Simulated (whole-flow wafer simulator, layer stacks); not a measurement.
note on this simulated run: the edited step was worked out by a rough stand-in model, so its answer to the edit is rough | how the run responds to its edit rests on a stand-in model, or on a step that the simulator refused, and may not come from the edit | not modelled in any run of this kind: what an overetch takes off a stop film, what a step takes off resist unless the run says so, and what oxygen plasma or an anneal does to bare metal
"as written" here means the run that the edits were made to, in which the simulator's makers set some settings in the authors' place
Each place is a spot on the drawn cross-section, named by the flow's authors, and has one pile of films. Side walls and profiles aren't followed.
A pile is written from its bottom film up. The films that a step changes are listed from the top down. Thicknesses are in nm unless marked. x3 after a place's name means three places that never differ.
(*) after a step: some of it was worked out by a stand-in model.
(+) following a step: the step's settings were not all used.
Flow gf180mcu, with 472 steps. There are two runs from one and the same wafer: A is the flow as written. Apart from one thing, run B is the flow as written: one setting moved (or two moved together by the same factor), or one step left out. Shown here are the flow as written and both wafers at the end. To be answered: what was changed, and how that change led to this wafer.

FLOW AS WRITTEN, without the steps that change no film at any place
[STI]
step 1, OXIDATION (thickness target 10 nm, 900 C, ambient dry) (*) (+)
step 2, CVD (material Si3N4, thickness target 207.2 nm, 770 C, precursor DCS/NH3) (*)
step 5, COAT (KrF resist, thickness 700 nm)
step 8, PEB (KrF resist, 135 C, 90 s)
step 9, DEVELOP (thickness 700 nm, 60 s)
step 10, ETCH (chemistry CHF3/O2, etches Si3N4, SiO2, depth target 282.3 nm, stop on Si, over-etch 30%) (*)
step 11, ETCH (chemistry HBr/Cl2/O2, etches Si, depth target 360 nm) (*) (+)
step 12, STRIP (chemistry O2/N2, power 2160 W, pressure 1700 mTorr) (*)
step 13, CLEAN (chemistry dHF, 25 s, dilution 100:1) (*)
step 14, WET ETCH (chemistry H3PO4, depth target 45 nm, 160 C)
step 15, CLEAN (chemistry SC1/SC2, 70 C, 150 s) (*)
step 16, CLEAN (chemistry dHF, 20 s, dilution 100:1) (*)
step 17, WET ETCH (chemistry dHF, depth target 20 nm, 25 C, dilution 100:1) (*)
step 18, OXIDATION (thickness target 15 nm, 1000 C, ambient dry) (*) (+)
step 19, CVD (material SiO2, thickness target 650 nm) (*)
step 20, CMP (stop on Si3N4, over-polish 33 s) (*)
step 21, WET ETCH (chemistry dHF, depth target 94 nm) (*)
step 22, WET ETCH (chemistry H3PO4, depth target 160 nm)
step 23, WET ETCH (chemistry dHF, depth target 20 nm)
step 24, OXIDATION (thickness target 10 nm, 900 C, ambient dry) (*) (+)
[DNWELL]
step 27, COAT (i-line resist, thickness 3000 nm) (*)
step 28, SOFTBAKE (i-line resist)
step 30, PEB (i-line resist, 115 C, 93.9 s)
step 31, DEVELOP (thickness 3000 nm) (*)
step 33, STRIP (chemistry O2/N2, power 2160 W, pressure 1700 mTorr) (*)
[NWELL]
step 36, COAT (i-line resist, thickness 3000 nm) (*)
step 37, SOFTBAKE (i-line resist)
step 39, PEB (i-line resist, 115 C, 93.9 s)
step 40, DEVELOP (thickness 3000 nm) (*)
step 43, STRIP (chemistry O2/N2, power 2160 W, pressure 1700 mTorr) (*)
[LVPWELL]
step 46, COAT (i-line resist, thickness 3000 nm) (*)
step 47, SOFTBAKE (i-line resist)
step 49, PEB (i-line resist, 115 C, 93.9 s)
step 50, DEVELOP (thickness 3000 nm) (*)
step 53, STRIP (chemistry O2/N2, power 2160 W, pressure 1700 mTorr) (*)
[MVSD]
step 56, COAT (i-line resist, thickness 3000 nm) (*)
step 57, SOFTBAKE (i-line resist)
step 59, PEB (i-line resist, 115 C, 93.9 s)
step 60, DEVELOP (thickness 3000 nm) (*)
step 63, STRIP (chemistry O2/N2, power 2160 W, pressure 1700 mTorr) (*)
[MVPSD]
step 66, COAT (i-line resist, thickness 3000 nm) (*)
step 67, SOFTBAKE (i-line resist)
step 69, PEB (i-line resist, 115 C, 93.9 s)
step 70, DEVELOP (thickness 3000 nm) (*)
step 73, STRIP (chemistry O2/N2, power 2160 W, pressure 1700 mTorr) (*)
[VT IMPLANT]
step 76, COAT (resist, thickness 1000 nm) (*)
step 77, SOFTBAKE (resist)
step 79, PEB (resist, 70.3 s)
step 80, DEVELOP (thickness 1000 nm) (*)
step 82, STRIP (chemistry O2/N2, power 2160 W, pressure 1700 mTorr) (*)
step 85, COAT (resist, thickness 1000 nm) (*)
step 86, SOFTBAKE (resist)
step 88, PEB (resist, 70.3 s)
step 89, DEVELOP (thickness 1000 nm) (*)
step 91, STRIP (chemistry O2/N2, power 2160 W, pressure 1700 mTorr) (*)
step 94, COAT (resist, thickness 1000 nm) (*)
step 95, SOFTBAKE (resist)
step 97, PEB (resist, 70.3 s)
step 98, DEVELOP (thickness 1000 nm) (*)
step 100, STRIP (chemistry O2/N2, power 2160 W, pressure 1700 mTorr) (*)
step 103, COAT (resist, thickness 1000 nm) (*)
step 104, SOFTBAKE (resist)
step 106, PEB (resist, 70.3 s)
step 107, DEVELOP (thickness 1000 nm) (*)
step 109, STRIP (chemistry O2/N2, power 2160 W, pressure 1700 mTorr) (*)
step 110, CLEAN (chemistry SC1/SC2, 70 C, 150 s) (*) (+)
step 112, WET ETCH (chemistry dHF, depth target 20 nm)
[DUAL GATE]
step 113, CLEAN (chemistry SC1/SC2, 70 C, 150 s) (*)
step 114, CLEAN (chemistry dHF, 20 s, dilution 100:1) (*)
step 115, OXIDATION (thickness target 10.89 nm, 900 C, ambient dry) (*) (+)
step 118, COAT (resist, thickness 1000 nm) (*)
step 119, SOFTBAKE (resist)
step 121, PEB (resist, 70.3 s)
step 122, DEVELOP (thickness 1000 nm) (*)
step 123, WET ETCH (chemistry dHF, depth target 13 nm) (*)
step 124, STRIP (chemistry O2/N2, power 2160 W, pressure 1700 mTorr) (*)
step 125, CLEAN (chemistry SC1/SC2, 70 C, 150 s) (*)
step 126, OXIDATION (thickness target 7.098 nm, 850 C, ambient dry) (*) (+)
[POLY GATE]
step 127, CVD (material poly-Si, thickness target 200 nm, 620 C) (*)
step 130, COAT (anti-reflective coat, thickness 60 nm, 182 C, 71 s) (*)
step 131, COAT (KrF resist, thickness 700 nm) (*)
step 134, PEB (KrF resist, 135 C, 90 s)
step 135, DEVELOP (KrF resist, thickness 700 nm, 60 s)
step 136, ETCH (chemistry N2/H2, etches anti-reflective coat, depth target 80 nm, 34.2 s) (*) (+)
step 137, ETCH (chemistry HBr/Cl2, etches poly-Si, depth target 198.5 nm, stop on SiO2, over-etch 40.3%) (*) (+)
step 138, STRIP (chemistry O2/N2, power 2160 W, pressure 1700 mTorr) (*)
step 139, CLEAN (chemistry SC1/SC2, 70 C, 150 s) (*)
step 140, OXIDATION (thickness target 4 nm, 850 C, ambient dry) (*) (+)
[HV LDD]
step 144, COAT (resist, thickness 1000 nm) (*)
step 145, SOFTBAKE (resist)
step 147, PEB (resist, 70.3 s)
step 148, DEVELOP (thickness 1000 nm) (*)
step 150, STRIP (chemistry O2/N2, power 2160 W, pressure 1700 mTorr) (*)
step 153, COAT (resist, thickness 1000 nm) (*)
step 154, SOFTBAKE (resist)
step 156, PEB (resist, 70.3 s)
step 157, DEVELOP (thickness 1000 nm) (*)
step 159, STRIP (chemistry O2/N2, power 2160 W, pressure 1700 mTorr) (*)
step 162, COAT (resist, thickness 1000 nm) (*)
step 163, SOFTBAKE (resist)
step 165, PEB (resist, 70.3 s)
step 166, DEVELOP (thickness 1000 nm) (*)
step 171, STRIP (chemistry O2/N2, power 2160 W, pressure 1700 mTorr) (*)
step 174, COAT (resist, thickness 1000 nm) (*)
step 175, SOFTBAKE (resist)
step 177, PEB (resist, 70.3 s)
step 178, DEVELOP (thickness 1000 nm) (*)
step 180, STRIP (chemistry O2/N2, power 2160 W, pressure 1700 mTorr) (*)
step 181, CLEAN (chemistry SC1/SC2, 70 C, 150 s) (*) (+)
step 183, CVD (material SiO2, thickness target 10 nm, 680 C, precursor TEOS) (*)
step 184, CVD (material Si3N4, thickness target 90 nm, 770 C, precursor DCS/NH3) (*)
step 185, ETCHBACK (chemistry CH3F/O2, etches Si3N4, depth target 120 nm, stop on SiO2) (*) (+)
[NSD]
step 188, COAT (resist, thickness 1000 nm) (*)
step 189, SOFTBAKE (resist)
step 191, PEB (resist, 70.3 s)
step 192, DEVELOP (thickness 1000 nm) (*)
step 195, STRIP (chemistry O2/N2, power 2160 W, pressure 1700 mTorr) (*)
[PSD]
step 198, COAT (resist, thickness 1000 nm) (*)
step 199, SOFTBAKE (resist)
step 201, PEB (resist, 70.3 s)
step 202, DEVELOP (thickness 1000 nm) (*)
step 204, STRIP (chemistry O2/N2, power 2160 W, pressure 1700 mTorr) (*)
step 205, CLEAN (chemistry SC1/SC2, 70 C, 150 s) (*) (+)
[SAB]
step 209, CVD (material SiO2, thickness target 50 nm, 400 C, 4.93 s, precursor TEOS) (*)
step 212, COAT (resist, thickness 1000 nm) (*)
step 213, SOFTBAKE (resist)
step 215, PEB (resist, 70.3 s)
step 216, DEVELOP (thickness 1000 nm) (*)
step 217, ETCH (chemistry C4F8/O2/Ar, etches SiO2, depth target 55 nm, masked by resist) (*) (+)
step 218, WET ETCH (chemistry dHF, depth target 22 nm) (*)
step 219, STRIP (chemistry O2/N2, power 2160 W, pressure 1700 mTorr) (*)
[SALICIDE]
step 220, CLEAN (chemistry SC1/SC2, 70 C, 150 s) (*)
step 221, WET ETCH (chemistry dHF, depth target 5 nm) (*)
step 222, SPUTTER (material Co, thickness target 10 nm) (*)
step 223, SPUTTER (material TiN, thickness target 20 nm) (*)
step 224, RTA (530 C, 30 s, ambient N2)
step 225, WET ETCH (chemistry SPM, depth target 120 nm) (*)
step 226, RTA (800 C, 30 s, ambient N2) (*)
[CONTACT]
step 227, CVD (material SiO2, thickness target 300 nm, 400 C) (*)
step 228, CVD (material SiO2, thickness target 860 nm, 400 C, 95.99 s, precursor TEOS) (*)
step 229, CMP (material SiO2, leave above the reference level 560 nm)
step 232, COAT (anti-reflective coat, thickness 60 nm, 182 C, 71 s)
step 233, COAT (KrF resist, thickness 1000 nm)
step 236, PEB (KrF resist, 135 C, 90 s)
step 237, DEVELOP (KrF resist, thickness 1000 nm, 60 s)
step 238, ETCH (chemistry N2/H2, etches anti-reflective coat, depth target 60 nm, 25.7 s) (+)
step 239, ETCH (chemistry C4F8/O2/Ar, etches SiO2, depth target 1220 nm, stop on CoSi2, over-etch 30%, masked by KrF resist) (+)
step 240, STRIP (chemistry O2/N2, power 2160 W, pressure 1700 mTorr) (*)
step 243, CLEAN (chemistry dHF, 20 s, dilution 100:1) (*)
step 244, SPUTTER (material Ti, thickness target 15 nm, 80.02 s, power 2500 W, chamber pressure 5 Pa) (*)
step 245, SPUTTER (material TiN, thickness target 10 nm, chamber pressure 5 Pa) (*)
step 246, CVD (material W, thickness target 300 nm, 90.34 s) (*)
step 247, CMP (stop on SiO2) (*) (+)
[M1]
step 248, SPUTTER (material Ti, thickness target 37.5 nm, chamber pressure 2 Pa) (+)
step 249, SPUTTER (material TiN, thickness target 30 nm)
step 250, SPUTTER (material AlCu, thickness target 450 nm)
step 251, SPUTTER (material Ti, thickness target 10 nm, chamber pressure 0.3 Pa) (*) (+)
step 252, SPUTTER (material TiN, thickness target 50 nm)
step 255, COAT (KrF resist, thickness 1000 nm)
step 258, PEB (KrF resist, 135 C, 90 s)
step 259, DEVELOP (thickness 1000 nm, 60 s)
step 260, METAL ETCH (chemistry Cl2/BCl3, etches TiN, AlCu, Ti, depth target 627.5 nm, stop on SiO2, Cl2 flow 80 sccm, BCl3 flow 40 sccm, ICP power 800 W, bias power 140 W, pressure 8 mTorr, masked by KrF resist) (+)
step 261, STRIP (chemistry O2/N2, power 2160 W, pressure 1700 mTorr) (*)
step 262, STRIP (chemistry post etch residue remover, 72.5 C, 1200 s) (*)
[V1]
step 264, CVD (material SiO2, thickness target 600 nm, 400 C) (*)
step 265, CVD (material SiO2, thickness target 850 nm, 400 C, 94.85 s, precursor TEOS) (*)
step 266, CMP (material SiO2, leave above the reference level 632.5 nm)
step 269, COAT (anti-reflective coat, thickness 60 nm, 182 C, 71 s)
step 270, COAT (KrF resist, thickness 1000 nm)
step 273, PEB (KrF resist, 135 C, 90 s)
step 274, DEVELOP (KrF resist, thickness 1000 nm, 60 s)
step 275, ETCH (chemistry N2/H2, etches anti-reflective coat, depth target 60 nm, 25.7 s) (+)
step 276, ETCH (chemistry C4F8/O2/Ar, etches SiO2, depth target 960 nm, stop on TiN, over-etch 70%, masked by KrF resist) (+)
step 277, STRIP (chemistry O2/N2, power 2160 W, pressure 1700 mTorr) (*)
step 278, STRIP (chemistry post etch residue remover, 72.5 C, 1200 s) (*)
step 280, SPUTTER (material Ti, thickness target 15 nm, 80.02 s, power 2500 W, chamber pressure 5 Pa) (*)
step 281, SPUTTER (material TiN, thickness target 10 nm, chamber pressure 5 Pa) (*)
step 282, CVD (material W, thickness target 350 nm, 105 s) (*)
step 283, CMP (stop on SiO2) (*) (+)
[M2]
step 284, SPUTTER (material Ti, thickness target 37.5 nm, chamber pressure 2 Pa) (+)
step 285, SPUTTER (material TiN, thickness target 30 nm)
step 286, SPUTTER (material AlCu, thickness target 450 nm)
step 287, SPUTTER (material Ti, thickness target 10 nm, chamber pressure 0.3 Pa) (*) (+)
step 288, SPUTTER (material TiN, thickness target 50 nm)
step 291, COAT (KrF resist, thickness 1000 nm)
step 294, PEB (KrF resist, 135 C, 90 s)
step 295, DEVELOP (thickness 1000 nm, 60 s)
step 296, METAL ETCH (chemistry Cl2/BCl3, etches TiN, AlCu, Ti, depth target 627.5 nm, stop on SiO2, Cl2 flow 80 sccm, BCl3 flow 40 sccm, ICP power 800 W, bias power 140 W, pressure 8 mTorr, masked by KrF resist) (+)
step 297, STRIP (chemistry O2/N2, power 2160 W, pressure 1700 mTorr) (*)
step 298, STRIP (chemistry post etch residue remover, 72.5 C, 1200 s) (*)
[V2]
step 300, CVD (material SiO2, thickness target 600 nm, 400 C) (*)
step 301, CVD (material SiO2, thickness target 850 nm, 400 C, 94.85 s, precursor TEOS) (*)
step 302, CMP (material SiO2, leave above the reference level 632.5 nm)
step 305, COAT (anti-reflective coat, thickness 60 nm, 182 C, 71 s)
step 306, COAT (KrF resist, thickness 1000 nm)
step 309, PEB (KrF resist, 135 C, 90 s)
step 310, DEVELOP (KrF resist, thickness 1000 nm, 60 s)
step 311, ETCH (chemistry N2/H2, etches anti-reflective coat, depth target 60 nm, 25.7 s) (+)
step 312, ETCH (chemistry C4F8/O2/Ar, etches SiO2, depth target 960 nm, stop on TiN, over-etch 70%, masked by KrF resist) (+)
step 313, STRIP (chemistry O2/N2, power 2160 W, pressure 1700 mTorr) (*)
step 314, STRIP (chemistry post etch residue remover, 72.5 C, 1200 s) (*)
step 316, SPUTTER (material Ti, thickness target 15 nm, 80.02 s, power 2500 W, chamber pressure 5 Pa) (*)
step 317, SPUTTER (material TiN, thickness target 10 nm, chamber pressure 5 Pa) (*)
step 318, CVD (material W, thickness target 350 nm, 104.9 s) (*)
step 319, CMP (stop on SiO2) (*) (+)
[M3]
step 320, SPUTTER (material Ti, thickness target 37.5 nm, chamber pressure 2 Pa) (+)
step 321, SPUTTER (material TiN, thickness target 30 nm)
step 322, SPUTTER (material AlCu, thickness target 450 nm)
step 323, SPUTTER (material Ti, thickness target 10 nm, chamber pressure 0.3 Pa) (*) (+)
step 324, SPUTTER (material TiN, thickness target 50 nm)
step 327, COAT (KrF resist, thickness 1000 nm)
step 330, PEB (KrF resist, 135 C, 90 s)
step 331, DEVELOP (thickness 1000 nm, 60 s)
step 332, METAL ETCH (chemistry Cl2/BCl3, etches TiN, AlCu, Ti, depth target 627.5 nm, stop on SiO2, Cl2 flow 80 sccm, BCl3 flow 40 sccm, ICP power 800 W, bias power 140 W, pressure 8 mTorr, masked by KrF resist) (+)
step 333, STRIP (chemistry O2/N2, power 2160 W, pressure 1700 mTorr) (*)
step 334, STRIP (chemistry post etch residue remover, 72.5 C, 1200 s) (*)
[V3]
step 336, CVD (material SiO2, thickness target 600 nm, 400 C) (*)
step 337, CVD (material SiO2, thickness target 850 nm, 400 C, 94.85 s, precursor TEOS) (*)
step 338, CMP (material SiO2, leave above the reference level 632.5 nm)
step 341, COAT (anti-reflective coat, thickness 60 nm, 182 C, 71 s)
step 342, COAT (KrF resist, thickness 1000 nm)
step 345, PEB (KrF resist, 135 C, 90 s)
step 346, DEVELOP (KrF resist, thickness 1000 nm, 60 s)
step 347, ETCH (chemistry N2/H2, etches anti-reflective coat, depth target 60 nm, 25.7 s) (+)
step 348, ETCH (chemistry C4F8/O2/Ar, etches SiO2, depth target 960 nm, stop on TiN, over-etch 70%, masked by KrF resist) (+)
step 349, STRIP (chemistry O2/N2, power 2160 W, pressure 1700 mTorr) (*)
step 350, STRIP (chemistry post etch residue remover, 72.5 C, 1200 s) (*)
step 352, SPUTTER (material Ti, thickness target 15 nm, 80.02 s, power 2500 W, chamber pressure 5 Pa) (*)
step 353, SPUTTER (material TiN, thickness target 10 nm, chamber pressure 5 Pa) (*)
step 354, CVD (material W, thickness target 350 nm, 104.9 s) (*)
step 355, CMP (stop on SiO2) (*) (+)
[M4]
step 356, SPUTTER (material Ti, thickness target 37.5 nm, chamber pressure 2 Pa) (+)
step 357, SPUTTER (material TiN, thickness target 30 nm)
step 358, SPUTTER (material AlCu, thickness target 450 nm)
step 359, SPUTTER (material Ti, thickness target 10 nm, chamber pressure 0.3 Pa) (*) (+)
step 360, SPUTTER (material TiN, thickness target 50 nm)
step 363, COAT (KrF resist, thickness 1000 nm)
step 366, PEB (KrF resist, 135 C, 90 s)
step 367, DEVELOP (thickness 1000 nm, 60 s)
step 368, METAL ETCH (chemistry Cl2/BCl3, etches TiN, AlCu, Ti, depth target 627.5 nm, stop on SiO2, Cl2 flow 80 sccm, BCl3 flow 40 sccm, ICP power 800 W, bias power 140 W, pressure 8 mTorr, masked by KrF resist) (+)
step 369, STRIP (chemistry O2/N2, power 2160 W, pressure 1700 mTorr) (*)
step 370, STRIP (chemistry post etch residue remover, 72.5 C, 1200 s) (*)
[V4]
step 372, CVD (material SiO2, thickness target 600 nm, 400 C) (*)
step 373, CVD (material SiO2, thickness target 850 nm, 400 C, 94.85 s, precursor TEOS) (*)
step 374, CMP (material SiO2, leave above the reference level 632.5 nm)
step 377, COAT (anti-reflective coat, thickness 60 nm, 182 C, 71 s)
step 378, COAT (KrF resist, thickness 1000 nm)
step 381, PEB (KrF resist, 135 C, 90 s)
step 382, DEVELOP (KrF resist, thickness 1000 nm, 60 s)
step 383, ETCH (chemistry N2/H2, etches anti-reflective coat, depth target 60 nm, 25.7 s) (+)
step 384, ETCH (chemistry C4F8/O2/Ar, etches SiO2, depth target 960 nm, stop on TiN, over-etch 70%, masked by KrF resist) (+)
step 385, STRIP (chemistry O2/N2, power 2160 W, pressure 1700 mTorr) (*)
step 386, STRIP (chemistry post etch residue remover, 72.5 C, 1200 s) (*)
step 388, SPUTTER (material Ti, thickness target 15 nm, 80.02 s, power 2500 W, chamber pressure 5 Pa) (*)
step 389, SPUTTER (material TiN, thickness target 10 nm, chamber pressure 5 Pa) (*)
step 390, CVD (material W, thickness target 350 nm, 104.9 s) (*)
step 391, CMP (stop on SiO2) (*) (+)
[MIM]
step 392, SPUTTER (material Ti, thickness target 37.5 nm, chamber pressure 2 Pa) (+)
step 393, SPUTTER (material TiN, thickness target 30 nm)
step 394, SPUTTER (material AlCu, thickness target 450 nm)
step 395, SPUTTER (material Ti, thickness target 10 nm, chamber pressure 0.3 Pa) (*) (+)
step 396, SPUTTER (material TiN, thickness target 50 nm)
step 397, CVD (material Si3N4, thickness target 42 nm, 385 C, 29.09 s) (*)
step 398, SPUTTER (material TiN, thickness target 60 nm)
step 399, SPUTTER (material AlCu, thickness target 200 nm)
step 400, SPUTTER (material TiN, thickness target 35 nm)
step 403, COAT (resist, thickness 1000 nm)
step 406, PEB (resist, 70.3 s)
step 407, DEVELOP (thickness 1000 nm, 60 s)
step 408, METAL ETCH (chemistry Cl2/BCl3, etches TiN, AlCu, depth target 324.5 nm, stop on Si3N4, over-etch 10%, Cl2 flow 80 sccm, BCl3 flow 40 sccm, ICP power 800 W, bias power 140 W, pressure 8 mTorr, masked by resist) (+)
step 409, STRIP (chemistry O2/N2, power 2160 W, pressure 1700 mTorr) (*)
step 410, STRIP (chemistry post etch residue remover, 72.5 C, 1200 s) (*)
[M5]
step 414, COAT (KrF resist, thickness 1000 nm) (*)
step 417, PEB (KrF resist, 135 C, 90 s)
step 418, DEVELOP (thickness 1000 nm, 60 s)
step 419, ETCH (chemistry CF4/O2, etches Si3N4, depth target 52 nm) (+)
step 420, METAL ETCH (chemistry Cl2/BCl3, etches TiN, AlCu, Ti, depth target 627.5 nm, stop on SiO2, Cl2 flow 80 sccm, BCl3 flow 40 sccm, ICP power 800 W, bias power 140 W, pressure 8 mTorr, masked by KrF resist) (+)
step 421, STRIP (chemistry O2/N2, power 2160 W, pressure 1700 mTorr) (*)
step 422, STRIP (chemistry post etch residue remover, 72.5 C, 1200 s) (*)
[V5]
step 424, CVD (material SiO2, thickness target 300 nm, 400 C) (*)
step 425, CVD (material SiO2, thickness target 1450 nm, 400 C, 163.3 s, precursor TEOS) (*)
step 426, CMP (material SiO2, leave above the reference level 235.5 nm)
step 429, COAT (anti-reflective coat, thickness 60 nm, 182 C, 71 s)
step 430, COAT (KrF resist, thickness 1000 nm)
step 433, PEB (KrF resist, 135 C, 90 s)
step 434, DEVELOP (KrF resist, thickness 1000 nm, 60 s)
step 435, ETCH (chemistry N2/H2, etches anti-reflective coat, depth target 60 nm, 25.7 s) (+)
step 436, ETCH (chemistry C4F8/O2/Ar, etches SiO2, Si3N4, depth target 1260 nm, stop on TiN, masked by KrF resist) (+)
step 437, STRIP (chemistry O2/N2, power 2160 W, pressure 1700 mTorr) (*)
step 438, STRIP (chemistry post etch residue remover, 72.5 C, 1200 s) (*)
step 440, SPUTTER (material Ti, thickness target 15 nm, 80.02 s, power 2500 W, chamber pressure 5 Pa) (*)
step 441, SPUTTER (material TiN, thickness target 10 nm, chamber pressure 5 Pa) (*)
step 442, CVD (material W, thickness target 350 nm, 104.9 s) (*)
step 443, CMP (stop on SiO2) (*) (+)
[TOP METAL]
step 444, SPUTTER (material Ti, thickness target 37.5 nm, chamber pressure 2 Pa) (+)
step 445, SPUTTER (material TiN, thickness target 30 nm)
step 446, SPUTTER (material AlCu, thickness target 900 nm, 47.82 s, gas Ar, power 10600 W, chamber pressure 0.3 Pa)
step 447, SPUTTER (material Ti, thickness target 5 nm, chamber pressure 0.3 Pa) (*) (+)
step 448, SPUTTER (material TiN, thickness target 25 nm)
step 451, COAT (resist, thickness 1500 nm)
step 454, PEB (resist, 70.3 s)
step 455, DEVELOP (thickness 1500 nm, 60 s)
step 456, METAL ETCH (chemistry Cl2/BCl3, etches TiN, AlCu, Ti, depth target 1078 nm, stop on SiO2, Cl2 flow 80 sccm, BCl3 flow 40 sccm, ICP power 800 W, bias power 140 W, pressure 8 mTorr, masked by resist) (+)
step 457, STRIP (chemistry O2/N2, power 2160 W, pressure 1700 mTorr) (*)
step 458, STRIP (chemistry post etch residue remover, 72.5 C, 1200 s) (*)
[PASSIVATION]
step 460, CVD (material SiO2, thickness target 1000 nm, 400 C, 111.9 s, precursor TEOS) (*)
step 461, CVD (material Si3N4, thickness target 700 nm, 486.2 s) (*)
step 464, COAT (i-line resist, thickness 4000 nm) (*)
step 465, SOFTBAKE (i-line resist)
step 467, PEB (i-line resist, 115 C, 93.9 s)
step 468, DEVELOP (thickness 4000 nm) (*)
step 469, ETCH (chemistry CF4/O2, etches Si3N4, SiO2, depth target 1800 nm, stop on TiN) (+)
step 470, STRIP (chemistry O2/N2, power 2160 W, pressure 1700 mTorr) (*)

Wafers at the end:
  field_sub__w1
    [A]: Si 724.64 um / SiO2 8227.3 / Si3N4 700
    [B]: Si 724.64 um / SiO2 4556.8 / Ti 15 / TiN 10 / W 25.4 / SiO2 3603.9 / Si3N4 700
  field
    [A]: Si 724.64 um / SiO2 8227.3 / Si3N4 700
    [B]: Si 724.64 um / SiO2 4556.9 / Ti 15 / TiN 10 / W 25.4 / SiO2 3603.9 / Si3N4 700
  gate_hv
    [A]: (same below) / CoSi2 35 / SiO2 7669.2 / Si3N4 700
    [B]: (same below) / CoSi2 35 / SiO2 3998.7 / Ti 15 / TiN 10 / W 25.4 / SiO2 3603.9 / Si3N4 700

The reason: step 337, CVD: thickness target 459 nm was run, whereas the flow has thickness target 850 nm; step 337, CVD: 51.22 s was run, where the flow has 94.85 s.

Step by step, how the change led to this:
  step 337, CVD (material SiO2, thickness target 850 nm, 400 C, 94.85 s, precursor TEOS) (*)
      field, field__w1, field__w2 and 108 more: A +850 SiO2 | B +467.4 SiO2
  step 338, CMP (material SiO2, leave above the reference level 632.5 nm)
      field, field__w1, field__w2 and 103 more: A -300 SiO2 | B nothing
      field__w8, contact, m1, m1__w1, m1_nw: A -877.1 SiO2 | B -494.5 SiO2
  step 341, COAT (anti-reflective coat, thickness 60 nm, 182 C, 71 s)
      field: A +60 anti-reflective coat (new film) | B +93.2 anti-reflective coat (new film)
      field__w1: A +60 anti-reflective coat (new film) | B +80.7 anti-reflective coat (new film)
      (and at 18 other places as well)
  step 342, COAT (KrF resist, thickness 1000 nm)
      contact: A +1000 KrF resist (new film) | B +968.5 KrF resist (new film)
      m1: A +1000 KrF resist (new film) | B +963.3 KrF resist (new film)
      (and at 5 other places as well)
  step 346, DEVELOP (KrF resist, thickness 1000 nm, 60 s)
      contact: A -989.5 KrF resist (all of it) | B -958.3 KrF resist (all of it)
  step 347, ETCH (chemistry N2/H2, etches anti-reflective coat, depth target 60 nm, 25.7 s) (+)
      contact: A -60 anti-reflective coat (all of it), -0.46 SiO2 | B -24.9 anti-reflective coat (all of it), -1.36 SiO2
  step 349, STRIP (chemistry O2/N2, power 2160 W, pressure 1700 mTorr) (*)
      field: A -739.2 KrF resist (all of it), -60 anti-reflective coat (all of it) | B -724.5 KrF resist (all of it), -93.2 anti-reflective coat (all of it)
      field__w1: A -739.2 KrF resist (all of it), -60 anti-reflective coat (all of it) | B -723.1 KrF resist (all of it), -80.7 anti-reflective coat (all of it)
      (and at 17 other places as well)
  step 354, CVD (material W, thickness target 350 nm, 104.9 s) (*)
      contact: A +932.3 W (new film) | B +848.9 W (new film)
  step 355, CMP (stop on SiO2) (*) (+)
      field, field__w1, field__w2 and 103 more: A -350 W (all of it), -10 TiN (all of it), -15 Ti (all of it), -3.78 SiO2 | B -312.4 W
      field__w8, m1, m1__w1, m1_nw: A -350 W (all of it), -10 TiN (all of it), -15 Ti (all of it), -3.78 SiO2 | B -350 W (all of it), -10 TiN (all of it), -15 Ti (all of it), -20 SiO2
      (and at 1 other place as well)
  step 368, METAL ETCH (chemistry Cl2/BCl3, etches TiN, AlCu, Ti, depth target 627.5 nm, stop on SiO2, Cl2 flow 80 sccm, BCl3 flow 40 sccm, ICP power 800 W, bias power 140 W, pressure 8 mTorr, masked by KrF resist) (+)
      field, field__w1, field__w2 and 103 more: A -50 TiN (all of it), -10 Ti (all of it), -450 AlCu (all of it), -30 TiN (all of it), -37.5 Ti (all of it) | B -50 TiN (all of it), -10 Ti (all of it), -450 AlCu (all of it), -30 TiN (all of it), -37.5 Ti (all of it), -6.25 W
  step 370, STRIP (chemistry post etch residue remover, 72.5 C, 1200 s) (*)
      field, field__w1, field__w2 and 103 more: A nothing | B -6.01 W
  step 372, CVD (material SiO2, thickness target 600 nm, 400 C) (*)
      field, field__w1, field__w2 and 103 more: A +600 SiO2 | B +600 SiO2 (new film)
  step 374, CMP (material SiO2, leave above the reference level 632.5 nm)
      field, field__w1, field__w2 and 103 more: A -300 SiO2 | B -287.7 SiO2
If metal films that touch count as one body, field_sub__w1 has 1 body; the flow as written gives 0 bodies.
If metal films that touch count as one body, field has 1 body; the flow as written gives 0 bodies.
If metal films that touch count as one body, gate_hv has 2 bodies (between them, from the top down: SiO2 3998.7); the flow as written gives 1 body.
